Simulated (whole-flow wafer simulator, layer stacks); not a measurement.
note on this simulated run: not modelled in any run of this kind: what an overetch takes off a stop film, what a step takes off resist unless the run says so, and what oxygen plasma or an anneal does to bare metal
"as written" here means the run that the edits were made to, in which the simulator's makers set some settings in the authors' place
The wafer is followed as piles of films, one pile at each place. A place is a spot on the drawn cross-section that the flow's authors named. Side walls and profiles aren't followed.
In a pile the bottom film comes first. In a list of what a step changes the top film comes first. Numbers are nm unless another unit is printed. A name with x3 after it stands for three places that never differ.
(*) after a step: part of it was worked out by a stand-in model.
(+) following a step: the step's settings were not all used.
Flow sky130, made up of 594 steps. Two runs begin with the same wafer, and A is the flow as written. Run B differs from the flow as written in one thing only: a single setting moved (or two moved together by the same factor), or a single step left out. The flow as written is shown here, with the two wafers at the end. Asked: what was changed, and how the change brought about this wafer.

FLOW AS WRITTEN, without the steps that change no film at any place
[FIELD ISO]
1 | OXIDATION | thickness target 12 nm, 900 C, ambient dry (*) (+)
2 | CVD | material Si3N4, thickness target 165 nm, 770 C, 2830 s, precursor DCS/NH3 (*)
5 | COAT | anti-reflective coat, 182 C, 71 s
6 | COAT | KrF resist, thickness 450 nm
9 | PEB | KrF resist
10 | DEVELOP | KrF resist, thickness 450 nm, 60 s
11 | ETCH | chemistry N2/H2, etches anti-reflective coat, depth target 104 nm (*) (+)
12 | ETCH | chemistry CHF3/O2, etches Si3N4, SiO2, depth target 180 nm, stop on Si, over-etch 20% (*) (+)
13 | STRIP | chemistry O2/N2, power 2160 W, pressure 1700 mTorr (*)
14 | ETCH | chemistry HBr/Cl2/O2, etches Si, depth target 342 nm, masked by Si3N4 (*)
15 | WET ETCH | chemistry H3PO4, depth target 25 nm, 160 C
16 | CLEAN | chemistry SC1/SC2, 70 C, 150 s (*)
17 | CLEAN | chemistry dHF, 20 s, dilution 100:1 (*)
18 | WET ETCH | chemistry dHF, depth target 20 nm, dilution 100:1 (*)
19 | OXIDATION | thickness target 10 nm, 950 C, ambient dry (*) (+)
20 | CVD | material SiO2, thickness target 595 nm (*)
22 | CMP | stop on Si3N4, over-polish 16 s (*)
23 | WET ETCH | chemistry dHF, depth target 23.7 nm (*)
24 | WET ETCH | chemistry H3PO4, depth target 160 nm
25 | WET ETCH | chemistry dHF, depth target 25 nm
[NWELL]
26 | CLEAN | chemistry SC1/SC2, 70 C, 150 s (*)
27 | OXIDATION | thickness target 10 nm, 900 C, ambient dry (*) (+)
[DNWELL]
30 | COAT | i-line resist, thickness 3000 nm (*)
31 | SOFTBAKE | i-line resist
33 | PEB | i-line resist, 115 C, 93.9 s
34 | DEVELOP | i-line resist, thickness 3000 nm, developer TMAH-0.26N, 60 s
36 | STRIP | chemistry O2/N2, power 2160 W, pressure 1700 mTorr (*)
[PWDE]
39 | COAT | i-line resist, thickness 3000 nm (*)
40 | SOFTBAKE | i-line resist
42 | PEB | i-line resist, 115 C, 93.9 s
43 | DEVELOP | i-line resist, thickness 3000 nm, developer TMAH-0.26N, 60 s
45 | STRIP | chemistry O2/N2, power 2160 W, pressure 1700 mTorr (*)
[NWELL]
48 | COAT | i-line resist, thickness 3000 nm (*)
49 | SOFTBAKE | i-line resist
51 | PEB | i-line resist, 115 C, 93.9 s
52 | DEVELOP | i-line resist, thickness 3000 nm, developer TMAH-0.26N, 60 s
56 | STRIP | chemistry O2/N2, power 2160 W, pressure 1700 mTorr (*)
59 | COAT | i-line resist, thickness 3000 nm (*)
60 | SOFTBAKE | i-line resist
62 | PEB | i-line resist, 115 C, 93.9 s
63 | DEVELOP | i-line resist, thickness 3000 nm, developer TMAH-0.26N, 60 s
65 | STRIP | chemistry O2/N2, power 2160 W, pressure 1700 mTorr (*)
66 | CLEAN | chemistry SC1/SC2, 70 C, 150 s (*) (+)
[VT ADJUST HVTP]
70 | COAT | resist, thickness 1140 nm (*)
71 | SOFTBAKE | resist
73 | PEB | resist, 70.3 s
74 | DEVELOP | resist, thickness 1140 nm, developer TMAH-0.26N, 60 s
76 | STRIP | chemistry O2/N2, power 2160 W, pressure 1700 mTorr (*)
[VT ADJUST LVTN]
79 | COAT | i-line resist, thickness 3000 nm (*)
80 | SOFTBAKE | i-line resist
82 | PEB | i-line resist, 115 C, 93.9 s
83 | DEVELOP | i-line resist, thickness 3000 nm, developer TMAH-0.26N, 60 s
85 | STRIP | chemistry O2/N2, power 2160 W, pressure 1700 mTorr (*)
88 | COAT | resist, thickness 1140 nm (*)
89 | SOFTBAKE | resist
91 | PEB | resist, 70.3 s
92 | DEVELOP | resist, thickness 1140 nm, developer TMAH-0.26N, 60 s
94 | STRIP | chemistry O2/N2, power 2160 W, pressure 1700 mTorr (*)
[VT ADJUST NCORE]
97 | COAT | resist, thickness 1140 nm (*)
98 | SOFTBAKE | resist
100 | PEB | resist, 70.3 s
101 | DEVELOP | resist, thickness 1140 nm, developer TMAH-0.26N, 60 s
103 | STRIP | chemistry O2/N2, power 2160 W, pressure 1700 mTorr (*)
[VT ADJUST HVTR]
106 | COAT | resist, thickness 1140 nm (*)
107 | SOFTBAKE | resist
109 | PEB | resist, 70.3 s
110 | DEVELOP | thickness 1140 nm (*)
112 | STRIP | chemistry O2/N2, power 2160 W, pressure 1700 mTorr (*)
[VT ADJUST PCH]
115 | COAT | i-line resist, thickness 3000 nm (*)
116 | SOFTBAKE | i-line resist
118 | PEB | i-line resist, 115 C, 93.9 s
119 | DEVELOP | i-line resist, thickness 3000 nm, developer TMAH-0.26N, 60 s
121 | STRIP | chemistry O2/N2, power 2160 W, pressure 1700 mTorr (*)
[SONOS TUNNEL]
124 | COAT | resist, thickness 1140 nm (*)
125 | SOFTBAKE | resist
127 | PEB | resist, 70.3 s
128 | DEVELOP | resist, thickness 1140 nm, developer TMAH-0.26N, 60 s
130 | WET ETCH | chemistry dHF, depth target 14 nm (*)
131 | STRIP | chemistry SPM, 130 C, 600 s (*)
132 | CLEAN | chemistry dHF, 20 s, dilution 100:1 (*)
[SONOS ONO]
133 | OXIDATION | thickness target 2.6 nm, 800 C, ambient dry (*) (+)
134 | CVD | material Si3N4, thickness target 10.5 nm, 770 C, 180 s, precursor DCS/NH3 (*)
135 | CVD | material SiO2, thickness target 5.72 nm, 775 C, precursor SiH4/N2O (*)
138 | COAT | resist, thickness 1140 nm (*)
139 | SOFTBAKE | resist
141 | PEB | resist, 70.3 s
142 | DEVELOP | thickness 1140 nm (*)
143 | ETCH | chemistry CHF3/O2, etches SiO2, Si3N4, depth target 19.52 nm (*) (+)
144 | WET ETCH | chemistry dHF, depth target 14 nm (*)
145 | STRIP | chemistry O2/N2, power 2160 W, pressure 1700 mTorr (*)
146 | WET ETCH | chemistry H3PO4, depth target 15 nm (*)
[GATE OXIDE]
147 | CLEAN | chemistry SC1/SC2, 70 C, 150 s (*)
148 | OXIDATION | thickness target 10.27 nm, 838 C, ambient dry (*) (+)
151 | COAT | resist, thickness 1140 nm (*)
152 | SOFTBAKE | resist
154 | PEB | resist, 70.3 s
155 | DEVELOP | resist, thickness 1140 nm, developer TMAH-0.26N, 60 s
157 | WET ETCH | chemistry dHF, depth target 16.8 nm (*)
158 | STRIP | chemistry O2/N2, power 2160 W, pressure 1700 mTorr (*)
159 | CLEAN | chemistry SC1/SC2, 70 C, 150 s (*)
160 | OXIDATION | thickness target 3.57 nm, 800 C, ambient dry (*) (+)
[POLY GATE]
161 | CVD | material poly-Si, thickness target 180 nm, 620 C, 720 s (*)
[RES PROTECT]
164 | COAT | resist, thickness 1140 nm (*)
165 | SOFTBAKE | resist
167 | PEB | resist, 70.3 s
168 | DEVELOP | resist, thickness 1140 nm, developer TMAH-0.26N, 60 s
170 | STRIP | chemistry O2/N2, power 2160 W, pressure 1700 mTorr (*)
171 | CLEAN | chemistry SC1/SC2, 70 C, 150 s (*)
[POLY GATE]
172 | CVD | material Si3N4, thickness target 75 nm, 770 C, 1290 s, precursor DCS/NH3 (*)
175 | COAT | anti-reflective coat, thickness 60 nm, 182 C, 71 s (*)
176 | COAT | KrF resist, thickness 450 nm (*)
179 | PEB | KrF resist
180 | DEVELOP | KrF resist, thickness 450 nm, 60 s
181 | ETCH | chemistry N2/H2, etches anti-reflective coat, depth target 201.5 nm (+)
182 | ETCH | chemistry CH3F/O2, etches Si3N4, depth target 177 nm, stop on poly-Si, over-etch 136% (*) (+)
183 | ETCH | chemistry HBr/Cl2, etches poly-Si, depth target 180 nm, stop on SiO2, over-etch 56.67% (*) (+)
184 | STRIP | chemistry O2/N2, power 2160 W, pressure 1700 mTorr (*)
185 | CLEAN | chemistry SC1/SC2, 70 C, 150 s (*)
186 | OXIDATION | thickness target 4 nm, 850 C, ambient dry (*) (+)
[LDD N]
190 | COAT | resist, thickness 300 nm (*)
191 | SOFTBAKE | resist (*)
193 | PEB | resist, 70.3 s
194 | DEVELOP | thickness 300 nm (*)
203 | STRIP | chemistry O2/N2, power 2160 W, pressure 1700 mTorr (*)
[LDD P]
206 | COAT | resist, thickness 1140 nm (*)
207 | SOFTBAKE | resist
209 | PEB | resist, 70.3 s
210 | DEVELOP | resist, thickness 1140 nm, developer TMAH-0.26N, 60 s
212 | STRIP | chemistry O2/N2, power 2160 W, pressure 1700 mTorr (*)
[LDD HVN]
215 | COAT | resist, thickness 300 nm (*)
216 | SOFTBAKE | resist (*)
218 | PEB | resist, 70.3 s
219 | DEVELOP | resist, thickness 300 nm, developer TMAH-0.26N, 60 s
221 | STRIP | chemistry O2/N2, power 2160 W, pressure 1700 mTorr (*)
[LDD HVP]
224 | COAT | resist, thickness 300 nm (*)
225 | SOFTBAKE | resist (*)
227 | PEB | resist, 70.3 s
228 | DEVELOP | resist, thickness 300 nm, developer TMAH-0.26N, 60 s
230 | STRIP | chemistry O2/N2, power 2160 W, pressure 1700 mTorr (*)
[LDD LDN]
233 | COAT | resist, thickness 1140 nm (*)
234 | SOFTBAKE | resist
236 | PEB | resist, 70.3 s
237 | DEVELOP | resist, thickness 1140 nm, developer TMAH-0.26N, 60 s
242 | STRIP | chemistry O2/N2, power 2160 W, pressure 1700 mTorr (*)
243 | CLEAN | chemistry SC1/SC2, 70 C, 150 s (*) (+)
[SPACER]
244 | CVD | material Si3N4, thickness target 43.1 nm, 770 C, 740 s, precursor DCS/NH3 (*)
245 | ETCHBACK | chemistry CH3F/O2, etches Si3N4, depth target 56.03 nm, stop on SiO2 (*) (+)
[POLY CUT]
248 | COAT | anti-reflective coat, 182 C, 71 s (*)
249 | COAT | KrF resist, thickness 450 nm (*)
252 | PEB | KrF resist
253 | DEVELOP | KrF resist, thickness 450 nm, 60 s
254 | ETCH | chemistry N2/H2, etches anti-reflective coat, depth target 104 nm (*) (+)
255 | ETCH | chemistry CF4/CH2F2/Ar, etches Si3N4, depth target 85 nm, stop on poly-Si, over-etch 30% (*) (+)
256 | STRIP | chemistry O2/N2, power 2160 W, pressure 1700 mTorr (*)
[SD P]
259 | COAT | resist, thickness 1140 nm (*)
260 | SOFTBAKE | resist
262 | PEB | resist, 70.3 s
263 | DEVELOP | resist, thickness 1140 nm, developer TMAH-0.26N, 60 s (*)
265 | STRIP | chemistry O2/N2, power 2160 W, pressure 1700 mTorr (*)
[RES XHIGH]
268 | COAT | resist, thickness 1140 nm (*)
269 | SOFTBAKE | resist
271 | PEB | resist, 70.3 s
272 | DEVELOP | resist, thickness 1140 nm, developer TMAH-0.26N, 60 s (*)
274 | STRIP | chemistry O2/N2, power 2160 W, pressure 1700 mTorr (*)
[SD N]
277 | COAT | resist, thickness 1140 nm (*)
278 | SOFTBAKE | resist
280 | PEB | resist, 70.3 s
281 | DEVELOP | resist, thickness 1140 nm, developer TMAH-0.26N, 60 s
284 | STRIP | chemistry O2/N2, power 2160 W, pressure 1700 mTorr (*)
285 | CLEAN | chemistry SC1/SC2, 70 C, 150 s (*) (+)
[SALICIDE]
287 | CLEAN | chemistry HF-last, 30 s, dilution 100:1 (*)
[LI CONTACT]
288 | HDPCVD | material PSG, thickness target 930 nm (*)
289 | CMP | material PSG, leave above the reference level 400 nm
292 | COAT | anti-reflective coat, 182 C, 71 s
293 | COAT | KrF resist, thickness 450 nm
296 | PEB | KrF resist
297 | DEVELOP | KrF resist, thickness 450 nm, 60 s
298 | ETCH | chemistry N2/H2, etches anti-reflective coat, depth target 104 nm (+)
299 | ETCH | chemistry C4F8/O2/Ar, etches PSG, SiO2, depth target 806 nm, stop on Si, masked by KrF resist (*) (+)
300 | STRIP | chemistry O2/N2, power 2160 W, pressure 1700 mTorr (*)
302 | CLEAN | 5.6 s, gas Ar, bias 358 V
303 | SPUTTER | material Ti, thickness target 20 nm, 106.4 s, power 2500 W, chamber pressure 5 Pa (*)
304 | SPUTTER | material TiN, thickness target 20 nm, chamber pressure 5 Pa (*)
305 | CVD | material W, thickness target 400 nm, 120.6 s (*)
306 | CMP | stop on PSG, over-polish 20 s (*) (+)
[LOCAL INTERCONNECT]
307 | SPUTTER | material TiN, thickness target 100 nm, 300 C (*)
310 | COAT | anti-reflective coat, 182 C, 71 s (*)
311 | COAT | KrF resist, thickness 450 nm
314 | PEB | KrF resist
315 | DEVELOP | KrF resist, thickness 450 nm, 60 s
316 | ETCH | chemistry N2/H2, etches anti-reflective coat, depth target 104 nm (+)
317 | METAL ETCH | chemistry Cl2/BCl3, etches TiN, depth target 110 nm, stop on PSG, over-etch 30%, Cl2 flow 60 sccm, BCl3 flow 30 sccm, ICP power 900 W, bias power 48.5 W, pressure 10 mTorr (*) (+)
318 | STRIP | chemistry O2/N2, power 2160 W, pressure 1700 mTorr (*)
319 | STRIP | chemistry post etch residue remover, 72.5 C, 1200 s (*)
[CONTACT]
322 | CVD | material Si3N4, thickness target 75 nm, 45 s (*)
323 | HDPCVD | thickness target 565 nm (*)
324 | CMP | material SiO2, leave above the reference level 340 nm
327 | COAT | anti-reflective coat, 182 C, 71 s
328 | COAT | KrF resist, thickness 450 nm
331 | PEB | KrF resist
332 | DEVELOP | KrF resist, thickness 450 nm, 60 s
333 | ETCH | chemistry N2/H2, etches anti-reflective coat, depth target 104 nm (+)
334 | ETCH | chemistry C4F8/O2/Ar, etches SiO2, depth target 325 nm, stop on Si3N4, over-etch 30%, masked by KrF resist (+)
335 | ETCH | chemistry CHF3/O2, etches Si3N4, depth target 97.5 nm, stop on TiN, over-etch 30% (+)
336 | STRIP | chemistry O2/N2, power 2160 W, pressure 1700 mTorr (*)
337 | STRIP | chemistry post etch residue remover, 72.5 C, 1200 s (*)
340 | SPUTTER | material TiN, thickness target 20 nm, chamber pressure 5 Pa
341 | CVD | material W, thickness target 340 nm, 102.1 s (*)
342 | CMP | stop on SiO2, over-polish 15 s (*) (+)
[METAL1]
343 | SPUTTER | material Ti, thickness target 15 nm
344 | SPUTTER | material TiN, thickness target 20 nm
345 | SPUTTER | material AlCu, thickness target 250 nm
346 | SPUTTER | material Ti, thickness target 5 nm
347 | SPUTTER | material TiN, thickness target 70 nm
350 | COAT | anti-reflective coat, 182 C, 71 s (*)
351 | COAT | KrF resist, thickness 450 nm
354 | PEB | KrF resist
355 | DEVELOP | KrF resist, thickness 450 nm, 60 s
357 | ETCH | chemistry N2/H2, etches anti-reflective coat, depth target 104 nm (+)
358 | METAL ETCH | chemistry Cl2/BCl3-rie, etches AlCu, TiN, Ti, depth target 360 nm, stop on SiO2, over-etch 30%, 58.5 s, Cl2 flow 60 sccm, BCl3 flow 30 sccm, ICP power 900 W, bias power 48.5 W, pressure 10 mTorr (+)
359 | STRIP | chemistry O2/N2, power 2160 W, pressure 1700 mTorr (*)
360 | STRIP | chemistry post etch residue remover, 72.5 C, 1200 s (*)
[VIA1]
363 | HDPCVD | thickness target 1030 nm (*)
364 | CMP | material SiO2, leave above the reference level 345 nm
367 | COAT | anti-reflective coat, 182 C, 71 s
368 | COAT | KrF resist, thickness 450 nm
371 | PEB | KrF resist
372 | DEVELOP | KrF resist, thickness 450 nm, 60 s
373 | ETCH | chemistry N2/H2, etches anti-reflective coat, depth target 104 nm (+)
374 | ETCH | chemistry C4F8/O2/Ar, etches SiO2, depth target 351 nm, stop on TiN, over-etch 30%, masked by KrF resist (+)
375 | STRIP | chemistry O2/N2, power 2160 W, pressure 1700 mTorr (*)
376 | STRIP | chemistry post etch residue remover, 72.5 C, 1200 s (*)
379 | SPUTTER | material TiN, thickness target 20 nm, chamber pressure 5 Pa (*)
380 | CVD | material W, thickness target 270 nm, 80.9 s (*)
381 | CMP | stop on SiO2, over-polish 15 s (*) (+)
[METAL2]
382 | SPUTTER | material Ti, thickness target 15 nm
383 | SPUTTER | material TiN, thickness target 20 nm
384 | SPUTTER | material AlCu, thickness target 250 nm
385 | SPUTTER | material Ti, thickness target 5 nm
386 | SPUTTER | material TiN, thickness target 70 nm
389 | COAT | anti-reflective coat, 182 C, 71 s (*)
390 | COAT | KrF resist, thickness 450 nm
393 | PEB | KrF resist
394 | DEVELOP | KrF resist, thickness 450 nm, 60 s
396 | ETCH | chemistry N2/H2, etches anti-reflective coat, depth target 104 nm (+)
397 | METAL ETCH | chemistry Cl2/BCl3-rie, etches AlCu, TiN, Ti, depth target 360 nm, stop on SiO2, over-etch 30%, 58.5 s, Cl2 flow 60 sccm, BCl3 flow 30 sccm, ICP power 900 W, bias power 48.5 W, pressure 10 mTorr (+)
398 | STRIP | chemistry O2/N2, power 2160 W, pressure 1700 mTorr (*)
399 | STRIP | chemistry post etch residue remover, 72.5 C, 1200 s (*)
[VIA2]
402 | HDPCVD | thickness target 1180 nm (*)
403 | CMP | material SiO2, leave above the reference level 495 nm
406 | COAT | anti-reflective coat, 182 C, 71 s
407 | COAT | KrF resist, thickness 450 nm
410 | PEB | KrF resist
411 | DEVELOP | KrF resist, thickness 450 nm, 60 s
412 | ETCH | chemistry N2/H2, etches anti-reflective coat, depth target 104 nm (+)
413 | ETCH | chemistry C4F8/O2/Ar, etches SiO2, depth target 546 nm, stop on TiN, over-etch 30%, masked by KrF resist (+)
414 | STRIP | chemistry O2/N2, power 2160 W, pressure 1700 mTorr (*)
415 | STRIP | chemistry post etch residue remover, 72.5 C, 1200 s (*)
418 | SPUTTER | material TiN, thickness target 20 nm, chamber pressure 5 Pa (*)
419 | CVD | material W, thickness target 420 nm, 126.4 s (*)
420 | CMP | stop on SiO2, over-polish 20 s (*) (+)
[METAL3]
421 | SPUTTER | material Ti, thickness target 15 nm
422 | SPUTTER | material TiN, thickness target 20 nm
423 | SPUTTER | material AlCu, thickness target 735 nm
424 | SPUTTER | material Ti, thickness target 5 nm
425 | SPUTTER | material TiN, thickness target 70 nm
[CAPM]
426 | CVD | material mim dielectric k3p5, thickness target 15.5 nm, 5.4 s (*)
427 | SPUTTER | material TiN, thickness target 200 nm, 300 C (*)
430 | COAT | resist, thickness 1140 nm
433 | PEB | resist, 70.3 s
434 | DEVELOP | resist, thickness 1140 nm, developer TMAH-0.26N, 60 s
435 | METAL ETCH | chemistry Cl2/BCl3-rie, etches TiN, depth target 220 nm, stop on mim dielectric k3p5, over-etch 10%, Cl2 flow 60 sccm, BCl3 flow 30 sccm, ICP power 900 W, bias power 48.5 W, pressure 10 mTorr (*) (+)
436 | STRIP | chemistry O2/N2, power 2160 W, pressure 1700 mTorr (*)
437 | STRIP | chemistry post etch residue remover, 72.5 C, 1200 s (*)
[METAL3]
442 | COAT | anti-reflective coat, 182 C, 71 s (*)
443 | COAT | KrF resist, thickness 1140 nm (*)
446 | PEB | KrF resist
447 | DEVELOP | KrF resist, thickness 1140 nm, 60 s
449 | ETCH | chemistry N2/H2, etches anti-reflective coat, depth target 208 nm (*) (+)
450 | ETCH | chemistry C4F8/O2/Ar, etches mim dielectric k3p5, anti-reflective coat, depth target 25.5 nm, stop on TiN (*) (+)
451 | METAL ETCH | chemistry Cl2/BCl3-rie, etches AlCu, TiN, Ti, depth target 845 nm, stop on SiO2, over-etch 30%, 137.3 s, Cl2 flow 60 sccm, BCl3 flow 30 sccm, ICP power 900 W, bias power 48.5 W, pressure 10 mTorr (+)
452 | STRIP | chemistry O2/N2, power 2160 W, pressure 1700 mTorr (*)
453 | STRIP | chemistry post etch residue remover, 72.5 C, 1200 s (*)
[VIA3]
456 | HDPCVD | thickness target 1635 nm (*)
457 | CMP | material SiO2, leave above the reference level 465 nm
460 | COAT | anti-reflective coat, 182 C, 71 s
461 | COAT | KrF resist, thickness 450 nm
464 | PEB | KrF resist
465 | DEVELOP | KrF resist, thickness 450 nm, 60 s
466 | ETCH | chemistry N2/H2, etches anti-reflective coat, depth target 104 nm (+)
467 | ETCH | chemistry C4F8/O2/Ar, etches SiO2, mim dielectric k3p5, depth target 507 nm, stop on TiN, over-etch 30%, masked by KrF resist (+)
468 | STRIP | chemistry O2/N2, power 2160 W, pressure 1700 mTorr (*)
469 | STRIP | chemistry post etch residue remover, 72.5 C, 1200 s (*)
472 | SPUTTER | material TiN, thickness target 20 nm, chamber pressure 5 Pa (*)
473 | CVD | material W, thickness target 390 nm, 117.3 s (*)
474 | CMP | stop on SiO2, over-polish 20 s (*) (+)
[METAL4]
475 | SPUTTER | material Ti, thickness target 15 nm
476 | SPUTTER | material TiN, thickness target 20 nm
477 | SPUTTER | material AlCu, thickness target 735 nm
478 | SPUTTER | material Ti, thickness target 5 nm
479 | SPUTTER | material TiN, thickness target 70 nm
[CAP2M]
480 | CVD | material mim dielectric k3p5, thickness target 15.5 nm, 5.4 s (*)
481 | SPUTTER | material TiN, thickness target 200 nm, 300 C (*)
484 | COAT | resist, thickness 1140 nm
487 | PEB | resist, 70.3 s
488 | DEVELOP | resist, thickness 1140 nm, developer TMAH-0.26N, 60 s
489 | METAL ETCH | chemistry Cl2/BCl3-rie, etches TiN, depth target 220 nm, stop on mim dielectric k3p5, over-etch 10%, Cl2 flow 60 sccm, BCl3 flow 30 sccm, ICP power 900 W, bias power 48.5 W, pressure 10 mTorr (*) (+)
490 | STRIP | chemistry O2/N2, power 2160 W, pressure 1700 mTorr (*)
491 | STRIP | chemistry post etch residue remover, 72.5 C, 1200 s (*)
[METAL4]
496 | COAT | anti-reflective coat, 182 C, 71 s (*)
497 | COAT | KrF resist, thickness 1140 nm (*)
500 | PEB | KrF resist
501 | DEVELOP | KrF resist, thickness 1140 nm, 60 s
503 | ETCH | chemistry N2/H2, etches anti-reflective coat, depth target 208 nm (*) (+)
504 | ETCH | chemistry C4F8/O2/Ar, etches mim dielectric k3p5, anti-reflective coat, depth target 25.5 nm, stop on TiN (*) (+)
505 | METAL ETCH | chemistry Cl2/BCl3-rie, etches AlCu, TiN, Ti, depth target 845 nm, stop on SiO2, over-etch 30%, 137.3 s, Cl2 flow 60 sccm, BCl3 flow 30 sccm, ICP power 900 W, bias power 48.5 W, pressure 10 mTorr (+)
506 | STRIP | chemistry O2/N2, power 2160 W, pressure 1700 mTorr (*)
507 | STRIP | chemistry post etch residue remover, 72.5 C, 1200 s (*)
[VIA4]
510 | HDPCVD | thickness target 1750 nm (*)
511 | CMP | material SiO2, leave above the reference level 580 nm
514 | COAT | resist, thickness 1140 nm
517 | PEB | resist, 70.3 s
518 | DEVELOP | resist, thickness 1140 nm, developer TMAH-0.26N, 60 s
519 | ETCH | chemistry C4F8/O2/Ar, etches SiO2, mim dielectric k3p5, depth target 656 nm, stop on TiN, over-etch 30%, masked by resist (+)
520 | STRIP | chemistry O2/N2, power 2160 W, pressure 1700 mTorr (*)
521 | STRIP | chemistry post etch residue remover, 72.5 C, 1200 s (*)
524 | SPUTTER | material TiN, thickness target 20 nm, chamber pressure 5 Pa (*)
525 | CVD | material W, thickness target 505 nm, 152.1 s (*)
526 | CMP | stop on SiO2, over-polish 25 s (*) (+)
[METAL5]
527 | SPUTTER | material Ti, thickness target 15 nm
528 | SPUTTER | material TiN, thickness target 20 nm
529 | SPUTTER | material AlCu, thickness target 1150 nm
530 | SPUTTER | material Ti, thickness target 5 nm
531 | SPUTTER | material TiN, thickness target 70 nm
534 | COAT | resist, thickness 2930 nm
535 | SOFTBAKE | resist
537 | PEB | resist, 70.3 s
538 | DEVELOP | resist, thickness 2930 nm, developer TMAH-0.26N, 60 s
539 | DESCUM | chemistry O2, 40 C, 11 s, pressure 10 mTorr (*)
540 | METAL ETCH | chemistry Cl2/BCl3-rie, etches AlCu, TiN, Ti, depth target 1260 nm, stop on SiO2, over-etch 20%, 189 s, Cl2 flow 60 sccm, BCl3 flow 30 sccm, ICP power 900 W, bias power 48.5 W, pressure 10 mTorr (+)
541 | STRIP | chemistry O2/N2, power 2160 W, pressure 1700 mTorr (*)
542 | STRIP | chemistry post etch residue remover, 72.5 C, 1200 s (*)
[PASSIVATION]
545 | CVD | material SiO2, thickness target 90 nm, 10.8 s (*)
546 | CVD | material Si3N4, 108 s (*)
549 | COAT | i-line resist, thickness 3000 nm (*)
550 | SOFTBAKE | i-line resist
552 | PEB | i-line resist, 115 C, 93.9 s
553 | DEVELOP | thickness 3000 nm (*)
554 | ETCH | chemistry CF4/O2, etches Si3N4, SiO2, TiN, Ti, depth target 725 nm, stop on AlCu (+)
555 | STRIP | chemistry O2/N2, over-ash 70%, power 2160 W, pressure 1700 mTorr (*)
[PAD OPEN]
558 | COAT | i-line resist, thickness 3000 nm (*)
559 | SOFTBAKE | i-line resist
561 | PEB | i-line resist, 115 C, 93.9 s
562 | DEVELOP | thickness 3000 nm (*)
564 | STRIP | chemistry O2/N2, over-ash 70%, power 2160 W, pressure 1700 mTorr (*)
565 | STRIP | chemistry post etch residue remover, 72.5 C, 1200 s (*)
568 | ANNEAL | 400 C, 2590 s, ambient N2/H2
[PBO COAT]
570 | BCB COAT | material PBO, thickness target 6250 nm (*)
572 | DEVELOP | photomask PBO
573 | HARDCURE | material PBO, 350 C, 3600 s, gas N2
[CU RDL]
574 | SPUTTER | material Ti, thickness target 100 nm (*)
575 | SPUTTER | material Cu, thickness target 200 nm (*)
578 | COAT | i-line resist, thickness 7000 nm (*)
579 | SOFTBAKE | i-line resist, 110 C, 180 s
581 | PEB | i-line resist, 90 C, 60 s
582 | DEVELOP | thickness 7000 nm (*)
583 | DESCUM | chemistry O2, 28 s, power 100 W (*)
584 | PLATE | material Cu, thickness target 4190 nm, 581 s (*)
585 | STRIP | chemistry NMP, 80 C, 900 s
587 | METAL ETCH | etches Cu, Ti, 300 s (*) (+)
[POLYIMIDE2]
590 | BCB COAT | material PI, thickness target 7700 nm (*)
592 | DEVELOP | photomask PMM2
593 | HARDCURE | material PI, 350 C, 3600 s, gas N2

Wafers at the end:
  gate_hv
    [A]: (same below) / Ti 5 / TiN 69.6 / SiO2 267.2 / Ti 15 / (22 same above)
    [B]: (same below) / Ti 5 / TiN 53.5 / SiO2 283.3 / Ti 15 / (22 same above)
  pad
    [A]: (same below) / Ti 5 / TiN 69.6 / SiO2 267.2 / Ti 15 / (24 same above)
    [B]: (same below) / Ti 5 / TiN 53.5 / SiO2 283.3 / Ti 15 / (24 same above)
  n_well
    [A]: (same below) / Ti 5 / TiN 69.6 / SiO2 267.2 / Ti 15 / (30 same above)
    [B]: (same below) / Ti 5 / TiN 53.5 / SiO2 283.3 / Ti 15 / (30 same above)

The reason: step 347, SPUTTER: thickness target 53.9 nm was run, though the flow has thickness target 70 nm.

Step by step, how the change led to this:
  347 | SPUTTER | material TiN, thickness target 70 nm
      field, active, n_well and 188 more: A TiN gains 70 (new film) | B TiN gains 53.9 (new film)
  358 | METAL ETCH | chemistry Cl2/BCl3-rie, etches AlCu, TiN, Ti, depth target 360 nm, stop on SiO2, over-etch 30%, 58.5 s, Cl2 flow 60 sccm, BCl3 flow 30 sccm, ICP power 900 W, bias power 48.5 W, pressure 10 mTorr (+)
      field, active, gate and 81 more: A TiN loses 68.7 (all of it), Ti loses 5 (all of it), AlCu loses 250 (all of it), TiN loses 20 (all of it), Ti loses 15 (all of it), SiO2 loses 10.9 | B TiN loses 52.6 (all of it), Ti loses 5 (all of it), AlCu loses 250 (all of it), TiN loses 20 (all of it), Ti loses 15 (all of it), SiO2 loses 12.5
  364 | CMP | material SiO2, leave above the reference level 345 nm
      n_well, p_well, gate_hv and 100 more: A SiO2 loses 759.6 | B SiO2 loses 743.5
      poly_licon, ndiff_licon, ndiff_licon_cpp, rpo_hd_licon: A SiO2 loses 759 | B SiO2 loses 742.9
  374 | ETCH | chemistry C4F8/O2/Ar, etches SiO2, depth target 351 nm, stop on TiN, over-etch 30%, masked by KrF resist (+)
      m1, via1_hole: A SiO2 loses 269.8 (all of it) | B SiO2 loses 285.9 (all of it)
  380 | CVD | material W, thickness target 270 nm, 80.9 s (*)
      m1, via1_hole: A W gains 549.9 (new film) | B W gains 566.3 (new film)
